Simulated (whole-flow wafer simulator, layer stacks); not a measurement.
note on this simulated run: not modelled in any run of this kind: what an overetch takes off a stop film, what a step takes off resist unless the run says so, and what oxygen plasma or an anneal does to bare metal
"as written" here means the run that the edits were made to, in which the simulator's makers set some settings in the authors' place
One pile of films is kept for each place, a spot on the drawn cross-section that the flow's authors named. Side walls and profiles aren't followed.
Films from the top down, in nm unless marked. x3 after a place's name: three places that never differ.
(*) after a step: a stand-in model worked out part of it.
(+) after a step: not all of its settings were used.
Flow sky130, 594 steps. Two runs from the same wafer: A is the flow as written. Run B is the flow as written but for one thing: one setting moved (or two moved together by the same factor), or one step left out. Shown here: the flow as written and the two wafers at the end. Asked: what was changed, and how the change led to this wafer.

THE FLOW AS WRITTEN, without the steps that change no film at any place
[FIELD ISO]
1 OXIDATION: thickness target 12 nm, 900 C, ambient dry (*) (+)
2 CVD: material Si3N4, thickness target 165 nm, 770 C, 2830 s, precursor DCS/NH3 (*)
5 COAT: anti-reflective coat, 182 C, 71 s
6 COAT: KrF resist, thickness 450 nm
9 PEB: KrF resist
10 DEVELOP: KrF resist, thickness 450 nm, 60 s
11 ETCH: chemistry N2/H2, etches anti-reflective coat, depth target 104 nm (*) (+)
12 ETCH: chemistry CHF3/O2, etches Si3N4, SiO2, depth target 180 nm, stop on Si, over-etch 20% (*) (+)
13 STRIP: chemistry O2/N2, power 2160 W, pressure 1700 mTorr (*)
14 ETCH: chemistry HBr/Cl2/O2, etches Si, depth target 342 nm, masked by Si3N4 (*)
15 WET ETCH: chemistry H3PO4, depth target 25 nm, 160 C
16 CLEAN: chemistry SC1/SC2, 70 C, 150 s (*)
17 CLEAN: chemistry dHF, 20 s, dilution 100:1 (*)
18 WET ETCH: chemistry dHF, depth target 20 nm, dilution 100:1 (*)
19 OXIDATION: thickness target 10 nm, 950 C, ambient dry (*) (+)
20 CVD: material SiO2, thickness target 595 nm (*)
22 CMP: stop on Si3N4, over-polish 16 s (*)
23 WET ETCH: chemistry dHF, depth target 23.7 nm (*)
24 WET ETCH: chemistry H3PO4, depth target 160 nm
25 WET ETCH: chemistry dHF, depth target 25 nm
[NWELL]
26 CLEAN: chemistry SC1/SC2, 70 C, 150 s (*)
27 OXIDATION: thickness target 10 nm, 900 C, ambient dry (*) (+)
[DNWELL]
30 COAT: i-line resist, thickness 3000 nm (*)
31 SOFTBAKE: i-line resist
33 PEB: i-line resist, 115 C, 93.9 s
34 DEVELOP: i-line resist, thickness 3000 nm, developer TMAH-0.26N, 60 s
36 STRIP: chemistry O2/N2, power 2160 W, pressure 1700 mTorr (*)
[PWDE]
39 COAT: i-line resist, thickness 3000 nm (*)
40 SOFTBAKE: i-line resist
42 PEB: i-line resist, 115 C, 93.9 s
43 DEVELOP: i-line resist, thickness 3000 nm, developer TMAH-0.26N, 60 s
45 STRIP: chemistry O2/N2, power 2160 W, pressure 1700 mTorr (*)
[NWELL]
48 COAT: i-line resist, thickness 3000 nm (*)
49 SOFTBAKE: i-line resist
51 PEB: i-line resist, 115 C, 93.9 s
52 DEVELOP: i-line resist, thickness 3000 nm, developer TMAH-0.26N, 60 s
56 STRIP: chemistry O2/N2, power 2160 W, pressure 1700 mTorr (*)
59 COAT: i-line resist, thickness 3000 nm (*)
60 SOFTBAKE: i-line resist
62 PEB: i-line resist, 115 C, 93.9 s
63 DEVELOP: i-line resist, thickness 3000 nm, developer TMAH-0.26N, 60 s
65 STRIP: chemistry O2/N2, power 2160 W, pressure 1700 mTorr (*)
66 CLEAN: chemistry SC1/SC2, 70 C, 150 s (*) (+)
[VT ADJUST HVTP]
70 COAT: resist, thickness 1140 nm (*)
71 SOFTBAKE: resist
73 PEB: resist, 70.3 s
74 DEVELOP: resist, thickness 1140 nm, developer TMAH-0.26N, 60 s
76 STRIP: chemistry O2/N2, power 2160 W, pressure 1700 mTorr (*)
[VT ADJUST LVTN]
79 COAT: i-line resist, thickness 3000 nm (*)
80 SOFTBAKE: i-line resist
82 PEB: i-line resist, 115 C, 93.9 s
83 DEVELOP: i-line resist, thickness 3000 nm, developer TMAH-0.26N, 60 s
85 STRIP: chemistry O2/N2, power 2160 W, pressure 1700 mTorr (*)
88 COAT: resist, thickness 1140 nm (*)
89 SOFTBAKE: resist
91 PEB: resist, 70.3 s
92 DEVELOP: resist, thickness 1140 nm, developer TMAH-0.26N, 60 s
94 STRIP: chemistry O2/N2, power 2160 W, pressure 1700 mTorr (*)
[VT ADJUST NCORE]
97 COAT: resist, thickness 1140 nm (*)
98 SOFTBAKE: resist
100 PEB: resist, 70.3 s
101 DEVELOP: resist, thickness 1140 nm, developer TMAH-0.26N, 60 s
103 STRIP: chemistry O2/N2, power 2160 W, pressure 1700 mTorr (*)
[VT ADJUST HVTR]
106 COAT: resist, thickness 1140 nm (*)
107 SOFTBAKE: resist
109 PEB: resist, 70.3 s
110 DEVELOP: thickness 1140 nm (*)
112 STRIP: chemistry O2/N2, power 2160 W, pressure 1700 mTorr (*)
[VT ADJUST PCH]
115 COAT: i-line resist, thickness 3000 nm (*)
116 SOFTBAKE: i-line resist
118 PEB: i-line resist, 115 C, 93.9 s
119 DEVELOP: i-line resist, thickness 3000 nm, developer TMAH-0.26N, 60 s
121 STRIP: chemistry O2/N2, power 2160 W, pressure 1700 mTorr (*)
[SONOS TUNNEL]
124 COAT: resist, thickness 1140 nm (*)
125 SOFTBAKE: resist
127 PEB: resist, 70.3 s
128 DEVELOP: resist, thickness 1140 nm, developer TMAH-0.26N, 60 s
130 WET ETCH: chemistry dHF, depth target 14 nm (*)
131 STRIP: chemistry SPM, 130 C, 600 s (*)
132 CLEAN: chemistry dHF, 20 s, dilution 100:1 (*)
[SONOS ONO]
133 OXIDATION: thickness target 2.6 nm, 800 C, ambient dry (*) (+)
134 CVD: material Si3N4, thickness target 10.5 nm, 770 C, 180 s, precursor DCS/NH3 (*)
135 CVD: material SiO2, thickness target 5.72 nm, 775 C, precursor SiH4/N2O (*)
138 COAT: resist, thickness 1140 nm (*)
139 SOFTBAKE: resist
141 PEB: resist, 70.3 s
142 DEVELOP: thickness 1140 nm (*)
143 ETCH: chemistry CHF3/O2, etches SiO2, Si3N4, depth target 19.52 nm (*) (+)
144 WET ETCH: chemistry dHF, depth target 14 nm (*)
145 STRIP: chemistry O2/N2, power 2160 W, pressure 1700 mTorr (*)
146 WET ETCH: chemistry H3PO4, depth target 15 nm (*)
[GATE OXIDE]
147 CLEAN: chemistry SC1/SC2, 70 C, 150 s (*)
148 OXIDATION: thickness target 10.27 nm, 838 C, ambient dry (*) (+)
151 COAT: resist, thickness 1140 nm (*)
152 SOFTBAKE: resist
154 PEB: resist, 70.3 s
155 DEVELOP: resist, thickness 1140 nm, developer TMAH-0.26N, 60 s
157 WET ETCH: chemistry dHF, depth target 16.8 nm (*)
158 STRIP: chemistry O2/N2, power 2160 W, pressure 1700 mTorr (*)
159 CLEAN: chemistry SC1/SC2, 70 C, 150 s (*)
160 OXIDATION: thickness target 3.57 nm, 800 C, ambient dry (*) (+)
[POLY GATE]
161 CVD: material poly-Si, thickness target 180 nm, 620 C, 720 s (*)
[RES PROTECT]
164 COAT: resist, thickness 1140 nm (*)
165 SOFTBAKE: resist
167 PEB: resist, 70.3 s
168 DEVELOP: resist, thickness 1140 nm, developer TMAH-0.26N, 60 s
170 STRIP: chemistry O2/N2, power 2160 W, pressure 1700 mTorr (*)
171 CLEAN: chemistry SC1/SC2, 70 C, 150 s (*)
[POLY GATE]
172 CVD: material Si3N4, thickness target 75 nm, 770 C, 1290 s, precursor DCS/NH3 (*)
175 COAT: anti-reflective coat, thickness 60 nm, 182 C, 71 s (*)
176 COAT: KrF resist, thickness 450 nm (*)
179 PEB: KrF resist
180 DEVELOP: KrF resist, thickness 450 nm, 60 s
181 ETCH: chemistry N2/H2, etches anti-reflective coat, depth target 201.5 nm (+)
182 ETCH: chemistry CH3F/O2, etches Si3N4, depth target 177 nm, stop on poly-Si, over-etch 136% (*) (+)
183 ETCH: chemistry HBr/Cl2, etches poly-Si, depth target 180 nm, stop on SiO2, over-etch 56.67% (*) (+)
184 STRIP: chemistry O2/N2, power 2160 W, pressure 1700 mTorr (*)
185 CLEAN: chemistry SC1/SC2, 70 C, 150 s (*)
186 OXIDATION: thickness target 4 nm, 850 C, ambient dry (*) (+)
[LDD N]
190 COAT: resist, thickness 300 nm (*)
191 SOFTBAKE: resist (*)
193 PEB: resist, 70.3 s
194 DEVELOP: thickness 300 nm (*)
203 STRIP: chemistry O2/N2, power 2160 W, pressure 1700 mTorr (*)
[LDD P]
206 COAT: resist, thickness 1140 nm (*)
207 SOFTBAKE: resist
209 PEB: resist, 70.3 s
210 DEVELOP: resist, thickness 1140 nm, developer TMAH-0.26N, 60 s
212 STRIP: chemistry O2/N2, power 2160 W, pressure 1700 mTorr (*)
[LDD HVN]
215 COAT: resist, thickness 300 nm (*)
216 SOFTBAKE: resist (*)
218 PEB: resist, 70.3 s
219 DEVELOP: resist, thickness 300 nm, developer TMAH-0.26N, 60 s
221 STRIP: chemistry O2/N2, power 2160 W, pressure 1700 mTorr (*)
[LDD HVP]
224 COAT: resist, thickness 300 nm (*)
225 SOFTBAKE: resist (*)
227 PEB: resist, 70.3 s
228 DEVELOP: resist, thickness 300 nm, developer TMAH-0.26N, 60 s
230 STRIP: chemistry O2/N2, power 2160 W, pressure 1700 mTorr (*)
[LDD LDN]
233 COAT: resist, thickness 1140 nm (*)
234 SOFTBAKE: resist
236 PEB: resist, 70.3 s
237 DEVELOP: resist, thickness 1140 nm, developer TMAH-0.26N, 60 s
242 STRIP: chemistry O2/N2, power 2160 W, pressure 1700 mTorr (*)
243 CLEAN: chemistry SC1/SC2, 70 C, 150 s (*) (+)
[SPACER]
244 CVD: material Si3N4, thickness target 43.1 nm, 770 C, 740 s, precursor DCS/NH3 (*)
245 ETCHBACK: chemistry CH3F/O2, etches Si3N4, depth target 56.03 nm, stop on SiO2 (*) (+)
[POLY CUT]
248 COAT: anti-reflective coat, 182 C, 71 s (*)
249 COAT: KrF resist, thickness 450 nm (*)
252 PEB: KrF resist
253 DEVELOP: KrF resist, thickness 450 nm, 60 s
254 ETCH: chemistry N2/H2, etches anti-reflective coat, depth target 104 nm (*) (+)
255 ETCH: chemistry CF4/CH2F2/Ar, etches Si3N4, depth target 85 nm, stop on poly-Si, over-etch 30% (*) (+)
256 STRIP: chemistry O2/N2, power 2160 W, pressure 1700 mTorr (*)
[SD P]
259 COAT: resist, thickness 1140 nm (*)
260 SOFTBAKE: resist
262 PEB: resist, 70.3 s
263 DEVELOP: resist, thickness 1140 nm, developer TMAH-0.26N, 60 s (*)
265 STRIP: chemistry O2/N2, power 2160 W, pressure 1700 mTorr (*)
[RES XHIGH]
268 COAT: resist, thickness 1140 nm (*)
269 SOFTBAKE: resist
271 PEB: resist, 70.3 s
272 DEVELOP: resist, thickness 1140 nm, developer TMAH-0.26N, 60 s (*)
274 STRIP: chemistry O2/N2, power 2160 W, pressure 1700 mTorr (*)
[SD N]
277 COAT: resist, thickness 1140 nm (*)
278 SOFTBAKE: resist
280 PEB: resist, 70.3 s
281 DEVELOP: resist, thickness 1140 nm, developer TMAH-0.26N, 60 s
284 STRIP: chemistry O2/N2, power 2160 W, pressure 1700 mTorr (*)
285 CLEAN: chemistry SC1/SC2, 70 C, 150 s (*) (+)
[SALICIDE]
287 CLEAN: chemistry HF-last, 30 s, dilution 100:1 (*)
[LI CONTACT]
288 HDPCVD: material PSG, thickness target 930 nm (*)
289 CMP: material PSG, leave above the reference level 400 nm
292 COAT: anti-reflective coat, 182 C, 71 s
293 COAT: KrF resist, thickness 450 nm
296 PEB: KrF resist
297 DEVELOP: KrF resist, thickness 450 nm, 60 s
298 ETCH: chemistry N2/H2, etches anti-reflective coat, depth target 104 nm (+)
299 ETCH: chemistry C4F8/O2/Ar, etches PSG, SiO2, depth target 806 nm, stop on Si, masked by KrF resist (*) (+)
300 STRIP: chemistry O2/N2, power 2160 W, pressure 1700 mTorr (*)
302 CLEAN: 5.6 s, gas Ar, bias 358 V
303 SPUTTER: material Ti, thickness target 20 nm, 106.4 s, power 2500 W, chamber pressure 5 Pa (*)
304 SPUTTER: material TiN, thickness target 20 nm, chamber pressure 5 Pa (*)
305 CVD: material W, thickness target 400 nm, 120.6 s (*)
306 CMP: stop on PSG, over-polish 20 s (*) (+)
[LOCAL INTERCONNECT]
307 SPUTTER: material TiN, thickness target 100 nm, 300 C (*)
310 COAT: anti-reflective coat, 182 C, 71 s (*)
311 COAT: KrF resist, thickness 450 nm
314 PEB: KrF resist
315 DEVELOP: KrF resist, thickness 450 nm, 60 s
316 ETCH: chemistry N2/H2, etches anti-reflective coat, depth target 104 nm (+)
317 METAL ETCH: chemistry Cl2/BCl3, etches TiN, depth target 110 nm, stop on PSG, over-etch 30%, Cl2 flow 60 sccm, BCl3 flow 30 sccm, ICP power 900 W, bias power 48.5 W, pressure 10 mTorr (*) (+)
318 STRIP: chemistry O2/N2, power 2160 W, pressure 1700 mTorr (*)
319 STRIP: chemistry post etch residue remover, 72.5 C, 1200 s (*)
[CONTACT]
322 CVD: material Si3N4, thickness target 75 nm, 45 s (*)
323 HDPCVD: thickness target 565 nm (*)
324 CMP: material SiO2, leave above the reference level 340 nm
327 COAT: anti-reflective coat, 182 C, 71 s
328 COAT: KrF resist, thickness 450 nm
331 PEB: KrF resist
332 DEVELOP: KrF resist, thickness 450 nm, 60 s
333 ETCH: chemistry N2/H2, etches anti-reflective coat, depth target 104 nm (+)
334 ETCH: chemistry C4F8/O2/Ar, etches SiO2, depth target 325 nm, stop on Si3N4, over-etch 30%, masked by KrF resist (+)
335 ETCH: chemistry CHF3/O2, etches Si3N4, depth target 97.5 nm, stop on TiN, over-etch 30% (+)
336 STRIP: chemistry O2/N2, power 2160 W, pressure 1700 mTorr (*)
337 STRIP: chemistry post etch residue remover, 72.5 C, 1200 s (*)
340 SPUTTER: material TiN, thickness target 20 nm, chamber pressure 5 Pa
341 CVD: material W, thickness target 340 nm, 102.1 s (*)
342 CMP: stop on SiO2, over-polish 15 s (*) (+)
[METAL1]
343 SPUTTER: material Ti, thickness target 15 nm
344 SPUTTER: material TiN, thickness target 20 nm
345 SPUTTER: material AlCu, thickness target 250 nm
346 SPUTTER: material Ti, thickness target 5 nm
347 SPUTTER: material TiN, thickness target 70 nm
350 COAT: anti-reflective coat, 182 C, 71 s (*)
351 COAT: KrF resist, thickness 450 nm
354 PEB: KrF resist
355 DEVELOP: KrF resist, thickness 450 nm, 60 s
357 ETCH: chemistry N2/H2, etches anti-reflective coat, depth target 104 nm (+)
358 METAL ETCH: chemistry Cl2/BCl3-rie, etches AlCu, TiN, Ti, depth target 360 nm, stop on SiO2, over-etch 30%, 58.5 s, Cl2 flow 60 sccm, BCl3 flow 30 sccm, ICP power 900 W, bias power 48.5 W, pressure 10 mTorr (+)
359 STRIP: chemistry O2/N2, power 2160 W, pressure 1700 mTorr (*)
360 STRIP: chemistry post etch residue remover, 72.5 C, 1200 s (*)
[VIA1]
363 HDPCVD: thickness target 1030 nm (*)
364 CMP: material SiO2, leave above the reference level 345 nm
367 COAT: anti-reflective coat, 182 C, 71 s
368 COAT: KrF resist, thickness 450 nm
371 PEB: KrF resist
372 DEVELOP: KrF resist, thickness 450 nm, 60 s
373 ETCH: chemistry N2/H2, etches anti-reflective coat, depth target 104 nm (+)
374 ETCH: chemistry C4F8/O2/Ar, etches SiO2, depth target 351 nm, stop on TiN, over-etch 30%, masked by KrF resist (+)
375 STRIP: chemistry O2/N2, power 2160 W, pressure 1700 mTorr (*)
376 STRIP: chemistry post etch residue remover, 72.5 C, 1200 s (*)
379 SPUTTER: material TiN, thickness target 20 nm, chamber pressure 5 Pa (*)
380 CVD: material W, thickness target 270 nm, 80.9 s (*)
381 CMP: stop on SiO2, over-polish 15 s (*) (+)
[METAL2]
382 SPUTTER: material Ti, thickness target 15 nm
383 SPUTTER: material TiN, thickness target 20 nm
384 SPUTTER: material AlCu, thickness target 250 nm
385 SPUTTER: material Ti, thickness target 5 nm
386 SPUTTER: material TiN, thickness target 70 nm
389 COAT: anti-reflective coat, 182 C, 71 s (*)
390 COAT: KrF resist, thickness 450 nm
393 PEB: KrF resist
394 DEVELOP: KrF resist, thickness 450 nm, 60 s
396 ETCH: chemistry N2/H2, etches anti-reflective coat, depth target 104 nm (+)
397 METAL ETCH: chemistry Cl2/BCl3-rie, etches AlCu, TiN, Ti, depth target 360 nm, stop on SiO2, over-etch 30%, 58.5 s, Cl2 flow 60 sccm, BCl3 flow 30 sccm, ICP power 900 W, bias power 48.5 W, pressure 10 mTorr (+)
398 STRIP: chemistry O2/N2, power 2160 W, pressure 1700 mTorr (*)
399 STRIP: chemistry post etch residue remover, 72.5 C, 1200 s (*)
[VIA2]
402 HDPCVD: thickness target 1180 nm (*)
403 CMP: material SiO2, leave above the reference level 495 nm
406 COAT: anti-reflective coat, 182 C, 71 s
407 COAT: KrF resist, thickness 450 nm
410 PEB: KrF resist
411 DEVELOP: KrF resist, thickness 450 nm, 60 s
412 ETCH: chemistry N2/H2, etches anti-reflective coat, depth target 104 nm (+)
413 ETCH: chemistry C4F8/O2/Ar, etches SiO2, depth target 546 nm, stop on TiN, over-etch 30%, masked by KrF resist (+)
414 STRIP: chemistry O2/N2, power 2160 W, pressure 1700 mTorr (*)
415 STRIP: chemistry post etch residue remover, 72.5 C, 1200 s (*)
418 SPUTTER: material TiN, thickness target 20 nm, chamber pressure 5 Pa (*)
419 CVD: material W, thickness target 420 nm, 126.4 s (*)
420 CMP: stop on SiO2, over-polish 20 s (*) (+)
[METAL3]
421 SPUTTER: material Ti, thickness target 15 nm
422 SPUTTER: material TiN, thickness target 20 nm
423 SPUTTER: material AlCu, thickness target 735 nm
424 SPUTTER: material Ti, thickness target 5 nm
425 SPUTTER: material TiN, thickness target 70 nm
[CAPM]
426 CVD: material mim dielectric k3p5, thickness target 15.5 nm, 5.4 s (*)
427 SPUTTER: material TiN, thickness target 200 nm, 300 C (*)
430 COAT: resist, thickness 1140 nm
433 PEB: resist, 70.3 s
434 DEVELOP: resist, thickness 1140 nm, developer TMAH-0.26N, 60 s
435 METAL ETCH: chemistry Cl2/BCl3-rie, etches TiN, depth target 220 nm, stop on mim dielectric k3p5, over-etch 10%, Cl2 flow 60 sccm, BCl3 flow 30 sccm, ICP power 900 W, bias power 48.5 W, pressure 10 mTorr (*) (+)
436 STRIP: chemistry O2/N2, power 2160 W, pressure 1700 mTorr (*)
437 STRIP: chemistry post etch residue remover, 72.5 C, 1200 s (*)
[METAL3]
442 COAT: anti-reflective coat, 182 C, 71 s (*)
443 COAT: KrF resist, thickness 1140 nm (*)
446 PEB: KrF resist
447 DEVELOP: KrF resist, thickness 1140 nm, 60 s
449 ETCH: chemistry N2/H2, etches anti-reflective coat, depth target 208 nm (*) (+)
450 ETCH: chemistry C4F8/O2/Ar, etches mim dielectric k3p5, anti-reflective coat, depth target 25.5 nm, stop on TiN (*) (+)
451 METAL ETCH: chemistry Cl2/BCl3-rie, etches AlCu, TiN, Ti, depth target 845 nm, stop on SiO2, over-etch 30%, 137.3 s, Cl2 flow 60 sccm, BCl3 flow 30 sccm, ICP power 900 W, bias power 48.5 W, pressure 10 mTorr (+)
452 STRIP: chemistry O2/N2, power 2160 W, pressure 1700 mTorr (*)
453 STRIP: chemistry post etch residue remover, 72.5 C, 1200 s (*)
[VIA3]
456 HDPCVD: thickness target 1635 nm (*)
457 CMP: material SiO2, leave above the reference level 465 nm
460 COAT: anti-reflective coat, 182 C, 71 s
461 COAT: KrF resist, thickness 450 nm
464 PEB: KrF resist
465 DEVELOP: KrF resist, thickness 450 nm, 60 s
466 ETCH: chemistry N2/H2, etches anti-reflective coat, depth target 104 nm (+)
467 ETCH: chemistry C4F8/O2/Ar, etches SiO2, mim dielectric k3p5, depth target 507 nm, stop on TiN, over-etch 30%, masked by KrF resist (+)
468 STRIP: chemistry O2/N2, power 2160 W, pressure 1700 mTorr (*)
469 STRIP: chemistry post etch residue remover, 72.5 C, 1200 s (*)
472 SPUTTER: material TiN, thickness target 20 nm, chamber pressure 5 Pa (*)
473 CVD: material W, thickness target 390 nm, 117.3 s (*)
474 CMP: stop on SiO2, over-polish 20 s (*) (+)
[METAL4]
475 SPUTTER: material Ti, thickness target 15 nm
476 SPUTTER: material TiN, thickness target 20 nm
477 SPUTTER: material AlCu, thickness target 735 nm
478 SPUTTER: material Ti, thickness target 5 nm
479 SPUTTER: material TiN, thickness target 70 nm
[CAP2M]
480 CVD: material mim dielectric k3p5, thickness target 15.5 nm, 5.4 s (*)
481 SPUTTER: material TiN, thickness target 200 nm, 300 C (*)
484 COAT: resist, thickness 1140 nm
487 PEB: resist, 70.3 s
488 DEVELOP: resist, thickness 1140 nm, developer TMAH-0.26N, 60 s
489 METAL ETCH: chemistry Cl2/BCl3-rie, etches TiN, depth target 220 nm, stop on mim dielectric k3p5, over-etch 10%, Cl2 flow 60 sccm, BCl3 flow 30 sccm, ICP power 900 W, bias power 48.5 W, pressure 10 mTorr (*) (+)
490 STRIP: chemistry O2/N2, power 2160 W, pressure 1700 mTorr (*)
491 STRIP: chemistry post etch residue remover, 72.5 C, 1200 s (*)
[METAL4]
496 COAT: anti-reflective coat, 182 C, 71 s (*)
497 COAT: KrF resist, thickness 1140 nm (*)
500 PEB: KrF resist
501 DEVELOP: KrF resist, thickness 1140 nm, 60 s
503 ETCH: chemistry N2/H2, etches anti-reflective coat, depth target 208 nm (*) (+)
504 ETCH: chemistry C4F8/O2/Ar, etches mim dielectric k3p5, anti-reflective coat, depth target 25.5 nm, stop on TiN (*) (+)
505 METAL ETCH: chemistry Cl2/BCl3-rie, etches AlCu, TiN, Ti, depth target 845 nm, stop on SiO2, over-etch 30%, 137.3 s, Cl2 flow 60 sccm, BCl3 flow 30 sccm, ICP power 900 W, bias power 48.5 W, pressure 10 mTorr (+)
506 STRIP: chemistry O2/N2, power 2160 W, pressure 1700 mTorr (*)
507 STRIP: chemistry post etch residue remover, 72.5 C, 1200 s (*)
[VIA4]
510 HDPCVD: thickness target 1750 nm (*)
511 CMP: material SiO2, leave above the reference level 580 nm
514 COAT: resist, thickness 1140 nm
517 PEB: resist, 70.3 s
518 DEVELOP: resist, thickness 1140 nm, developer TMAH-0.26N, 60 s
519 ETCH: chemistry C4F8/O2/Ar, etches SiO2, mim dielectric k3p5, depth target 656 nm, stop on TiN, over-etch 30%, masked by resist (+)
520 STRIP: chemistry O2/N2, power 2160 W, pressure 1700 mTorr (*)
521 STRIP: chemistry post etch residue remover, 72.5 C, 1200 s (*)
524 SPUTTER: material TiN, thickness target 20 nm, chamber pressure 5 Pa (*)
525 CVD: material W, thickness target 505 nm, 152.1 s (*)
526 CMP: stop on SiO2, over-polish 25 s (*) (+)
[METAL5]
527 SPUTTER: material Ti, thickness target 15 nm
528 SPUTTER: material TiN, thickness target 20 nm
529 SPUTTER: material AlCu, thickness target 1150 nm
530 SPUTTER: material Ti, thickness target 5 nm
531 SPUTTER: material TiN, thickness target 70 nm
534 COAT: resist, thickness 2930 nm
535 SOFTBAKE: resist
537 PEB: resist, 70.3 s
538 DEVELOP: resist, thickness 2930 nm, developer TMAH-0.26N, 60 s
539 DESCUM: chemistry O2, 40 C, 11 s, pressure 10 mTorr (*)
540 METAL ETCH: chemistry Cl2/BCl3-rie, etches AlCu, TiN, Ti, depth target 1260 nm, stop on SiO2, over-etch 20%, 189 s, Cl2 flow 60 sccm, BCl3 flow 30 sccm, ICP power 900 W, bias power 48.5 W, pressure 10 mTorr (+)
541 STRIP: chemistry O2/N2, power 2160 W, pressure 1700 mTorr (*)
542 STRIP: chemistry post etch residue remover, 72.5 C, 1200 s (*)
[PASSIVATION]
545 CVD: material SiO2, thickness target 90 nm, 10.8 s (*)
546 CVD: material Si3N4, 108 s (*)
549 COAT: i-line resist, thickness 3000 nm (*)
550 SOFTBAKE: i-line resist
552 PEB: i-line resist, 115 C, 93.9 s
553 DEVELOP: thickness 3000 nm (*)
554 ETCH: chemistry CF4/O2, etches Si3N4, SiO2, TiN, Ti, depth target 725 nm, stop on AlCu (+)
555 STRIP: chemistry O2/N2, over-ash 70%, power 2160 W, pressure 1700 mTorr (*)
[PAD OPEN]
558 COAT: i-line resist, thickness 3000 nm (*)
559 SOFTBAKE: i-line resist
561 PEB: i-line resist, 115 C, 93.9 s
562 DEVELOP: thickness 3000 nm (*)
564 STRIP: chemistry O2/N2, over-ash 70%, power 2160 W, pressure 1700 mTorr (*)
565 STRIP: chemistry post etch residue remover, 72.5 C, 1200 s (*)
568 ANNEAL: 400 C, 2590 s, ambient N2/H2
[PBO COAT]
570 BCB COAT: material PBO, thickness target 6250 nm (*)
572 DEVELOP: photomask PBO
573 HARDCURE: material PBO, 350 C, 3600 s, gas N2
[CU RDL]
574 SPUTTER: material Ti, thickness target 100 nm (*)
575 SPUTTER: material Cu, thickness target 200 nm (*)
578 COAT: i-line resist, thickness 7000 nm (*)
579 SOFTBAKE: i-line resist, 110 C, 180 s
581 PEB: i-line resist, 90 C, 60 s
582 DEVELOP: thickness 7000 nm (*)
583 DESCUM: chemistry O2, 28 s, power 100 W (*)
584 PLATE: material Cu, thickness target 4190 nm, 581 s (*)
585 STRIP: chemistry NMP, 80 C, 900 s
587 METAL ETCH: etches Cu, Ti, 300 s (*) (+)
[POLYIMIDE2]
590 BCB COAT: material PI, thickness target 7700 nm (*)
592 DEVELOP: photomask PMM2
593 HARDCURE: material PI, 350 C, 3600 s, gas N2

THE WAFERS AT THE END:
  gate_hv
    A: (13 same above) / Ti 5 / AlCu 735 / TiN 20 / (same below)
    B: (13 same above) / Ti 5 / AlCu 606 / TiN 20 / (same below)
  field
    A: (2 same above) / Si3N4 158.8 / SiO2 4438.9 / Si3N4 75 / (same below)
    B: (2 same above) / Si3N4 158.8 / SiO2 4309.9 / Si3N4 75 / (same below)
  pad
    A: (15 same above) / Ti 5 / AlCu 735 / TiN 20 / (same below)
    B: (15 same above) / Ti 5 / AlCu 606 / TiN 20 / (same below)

The cause: step 423, SPUTTER: thickness target 606 nm was run, where the flow has thickness target 735 nm.
It can be read off the wafer: gate_hv has AlCu 606, and step 423 as written asks for 735 nm.

How the change led to this, step by step:
  423 SPUTTER: material AlCu, thickness target 735 nm
      field, active, n_well and 188 more: A AlCu +735 (new film) | B AlCu +606 (new film)
  451 METAL ETCH: chemistry Cl2/BCl3-rie, etches AlCu, TiN, Ti, depth target 845 nm, stop on SiO2, over-etch 30%, 137.3 s, Cl2 flow 60 sccm, BCl3 flow 30 sccm, ICP power 900 W, bias power 48.5 W, pressure 10 mTorr (+)
      field, gate, spacer and 65 more: A TiN -70 (all of it), Ti -5 (all of it), AlCu -735 (all of it), TiN -20 (all of it), Ti -15 (all of it), SiO2 -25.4 | B TiN -70 (all of it), Ti -5 (all of it), AlCu -606 (all of it), TiN -20 (all of it), Ti -15 (all of it), SiO2 -38.2
      active, vpp_ln, vpp_iso2 and 11 more: A TiN -70 (all of it), Ti -5 (all of it), AlCu -735 (all of it), TiN -20 (all of it), Ti -15 (all of it), SiO2 -25.3 | B TiN -70 (all of it), Ti -5 (all of it), AlCu -606 (all of it), TiN -20 (all of it), Ti -15 (all of it), SiO2 -38.2
      (and at 3 more places)
  457 CMP: material SiO2, leave above the reference level 465 nm
      field, active, gate and 82 more: A SiO2 -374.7 | B SiO2 -490.8
